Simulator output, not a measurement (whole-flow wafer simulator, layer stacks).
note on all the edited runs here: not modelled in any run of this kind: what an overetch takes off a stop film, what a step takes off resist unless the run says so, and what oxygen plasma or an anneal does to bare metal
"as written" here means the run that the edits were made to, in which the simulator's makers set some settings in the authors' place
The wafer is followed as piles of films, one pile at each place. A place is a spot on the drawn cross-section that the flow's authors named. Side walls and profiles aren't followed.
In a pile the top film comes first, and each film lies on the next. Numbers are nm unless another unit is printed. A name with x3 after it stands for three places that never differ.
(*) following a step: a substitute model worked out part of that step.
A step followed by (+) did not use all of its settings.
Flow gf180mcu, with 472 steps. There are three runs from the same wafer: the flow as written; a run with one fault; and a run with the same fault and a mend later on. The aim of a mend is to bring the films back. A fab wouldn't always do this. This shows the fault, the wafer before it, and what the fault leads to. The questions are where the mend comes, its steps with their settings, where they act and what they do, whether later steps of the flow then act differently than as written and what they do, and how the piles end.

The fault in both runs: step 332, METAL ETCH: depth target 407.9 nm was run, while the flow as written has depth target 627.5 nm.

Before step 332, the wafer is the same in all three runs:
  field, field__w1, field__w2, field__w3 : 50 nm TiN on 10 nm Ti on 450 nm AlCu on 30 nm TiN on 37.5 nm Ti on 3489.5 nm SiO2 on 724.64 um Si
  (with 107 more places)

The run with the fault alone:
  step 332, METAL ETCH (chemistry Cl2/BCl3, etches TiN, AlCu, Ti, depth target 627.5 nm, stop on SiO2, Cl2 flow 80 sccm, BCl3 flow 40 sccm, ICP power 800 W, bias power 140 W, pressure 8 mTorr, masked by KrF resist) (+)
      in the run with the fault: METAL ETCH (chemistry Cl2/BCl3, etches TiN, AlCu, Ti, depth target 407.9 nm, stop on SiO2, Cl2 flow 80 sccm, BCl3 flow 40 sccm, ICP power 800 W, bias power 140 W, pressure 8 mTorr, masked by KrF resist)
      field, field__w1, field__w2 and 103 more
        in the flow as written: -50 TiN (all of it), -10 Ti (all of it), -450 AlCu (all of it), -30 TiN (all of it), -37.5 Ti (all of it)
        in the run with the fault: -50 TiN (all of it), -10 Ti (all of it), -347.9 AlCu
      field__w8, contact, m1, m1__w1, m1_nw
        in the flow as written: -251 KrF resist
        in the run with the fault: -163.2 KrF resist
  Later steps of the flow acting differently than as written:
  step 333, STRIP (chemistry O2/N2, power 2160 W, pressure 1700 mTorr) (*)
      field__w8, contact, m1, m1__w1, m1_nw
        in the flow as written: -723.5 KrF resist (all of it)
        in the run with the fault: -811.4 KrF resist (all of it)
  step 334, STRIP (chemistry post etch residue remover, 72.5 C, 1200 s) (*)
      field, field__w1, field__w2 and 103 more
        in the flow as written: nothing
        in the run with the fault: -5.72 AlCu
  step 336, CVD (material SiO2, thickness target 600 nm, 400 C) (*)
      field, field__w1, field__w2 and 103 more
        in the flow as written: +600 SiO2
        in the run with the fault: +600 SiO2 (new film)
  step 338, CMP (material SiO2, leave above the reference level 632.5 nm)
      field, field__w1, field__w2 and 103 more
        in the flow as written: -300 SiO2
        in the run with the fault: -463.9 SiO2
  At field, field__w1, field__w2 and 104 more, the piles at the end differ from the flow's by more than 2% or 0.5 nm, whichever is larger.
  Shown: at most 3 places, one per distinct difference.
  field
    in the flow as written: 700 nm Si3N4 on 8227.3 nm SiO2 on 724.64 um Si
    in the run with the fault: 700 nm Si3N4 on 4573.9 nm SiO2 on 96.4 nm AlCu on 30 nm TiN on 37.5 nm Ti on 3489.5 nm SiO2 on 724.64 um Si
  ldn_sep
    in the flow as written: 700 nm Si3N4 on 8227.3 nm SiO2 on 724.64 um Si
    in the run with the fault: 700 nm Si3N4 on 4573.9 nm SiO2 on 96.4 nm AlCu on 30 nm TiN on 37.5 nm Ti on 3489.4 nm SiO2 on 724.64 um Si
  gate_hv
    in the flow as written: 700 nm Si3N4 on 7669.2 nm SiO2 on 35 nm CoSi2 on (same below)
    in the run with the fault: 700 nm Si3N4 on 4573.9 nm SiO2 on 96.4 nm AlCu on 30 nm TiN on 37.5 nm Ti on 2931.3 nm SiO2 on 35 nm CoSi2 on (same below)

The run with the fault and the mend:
  The mend follows step 332.
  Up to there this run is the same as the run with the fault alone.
  step 332a, METAL ETCH (chemistry Cl2/BCl3, etches TiN, AlCu, Ti, depth target 219.6 nm, stop on SiO2, Cl2 flow 80 sccm, BCl3 flow 40 sccm, ICP power 800 W, bias power 140 W, pressure 8 mTorr, masked by KrF resist) (+) (a further turn of the flow's step 332, with different settings)
      field, field__w1, field__w2 and 103 more
        -102.1 AlCu (all of it), -30 TiN (all of it), -37.5 Ti (all of it)
      field__w8, contact, m1, m1__w1, m1_nw
        -87.8 KrF resist
  None of the later steps of the flow acts differently than as written at any place that is followed.
  By the end, the piles equal the flow's at every place that both follow.
